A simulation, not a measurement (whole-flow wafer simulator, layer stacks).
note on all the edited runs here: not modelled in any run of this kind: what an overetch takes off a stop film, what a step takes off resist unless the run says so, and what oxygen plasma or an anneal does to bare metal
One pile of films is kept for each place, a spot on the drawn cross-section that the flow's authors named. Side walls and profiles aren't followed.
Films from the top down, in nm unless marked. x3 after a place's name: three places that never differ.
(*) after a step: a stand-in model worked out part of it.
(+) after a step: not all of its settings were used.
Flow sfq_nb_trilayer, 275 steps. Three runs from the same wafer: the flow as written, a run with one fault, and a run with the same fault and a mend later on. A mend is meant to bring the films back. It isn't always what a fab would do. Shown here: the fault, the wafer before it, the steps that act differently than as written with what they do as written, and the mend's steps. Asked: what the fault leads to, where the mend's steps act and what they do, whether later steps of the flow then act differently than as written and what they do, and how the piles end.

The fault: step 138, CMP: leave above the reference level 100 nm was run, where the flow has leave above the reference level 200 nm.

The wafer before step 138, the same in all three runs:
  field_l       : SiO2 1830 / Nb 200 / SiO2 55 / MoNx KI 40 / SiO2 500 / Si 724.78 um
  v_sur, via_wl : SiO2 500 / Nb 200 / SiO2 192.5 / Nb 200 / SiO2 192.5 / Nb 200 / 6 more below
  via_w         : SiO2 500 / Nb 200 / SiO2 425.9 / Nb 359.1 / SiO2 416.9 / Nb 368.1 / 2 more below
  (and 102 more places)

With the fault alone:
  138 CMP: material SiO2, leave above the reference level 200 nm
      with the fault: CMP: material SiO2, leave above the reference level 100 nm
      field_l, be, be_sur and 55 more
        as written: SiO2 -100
        with the fault: SiO2 -200
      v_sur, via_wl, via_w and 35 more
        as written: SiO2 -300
        with the fault: SiO2 -400
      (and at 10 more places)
  Later steps of the flow that act differently than as written (4 more steps differ only slightly, by at most 2% or 0.5 nm, whichever is larger, and aren't shown):
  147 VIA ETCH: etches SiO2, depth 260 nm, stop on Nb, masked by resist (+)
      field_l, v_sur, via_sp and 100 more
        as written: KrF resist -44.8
        with the fault: KrF resist -25.8
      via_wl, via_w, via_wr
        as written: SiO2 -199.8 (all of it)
        with the fault: SiO2 -99.8 (all of it)
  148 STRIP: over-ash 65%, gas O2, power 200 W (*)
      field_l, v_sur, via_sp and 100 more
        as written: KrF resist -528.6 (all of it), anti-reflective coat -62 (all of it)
        with the fault: KrF resist -547.6 (all of it), anti-reflective coat -62 (all of it)
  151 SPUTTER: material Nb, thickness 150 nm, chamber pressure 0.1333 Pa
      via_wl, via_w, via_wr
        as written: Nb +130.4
        with the fault: Nb +142.2
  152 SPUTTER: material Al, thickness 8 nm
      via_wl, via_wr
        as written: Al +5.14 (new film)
        with the fault: Al +6.34 (new film)
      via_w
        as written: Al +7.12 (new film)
        with the fault: Al +7.88 (new film)
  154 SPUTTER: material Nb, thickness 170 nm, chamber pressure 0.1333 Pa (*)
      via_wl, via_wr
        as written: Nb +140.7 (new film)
        with the fault: Nb +130.4 (new film)
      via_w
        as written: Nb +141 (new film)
        with the fault: Nb +168 (new film)
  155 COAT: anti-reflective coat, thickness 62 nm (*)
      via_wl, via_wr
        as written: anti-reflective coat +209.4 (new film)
        with the fault: anti-reflective coat +160.9 (new film)
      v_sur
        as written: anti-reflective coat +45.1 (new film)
        with the fault: anti-reflective coat +50.2 (new film)
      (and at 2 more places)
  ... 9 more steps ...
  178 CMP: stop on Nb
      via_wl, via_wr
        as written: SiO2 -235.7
        with the fault: SiO2 -347.2
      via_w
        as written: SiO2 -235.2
        with the fault: SiO2 -346.8
  At the end the piles differ from the flow's by more than 2% or 0.5 nm, whichever is larger, at field_l, v_sur, via_wl and 103 more.
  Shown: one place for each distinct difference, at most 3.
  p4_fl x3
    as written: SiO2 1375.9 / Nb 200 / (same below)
    with the fault: SiO2 1275.9 / Nb 200 / (same below)
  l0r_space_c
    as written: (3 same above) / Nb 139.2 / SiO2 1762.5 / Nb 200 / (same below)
    with the fault: (3 same above) / Nb 139.2 / SiO2 1662.5 / Nb 200 / (same below)
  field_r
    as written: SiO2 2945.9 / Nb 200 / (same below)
    with the fault: SiO2 2845.9 / Nb 200 / (same below)

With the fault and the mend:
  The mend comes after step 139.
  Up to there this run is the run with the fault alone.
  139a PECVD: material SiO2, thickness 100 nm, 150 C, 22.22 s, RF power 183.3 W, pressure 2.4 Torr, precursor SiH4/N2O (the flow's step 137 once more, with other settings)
      field_l, v_sur, via_wl and 103 more
        SiO2 +100
  No later step of the flow acts differently than as written, at any place that is followed, by more than 2% or 0.5 nm, whichever is larger.
  At the end the piles are the same as the flow's at every place that both follow.
